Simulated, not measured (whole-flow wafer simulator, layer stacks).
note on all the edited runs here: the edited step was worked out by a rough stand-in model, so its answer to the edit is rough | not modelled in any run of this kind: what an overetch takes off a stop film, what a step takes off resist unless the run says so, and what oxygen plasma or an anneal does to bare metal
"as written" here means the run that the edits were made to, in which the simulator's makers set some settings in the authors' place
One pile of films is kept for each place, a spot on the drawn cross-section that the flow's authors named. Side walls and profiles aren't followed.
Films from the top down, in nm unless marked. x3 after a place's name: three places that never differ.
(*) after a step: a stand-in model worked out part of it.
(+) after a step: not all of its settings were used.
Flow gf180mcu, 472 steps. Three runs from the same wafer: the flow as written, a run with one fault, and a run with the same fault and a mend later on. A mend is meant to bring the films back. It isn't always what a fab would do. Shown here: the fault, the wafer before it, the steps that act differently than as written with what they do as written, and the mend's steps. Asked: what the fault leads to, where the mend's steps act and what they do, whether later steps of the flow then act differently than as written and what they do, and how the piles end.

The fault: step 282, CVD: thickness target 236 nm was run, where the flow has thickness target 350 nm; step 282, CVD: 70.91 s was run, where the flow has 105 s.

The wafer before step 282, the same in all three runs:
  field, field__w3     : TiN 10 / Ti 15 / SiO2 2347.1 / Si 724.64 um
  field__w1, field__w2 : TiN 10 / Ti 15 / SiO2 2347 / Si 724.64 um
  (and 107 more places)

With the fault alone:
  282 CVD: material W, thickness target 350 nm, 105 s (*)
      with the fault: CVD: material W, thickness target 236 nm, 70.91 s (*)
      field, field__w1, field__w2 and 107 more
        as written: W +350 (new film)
        with the fault: W +237.1 (new film)
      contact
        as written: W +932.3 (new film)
        with the fault: W +819.4 (new film)
  Later steps of the flow that act differently than as written:
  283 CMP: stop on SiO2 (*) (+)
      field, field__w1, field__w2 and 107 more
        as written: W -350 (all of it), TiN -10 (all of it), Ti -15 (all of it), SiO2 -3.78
        with the fault: W -237.1 (all of it), TiN -10 (all of it), Ti -15 (all of it), SiO2 -2.64
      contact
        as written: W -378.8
        with the fault: W -264.7
  At the end the piles differ from the flow's only slightly at the places that both follow, by at most 2% or 0.5 nm, whichever is larger.

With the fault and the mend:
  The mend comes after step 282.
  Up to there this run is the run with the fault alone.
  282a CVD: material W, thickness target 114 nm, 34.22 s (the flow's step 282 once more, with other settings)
      field, field__w1, field__w2 and 108 more
        W +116
  No later step of the flow acts differently than as written, at any place that is followed, by more than 2% or 0.5 nm, whichever is larger.
  At the end the piles differ from the flow's only slightly at the places that both follow, by at most 2% or 0.5 nm, whichever is larger.
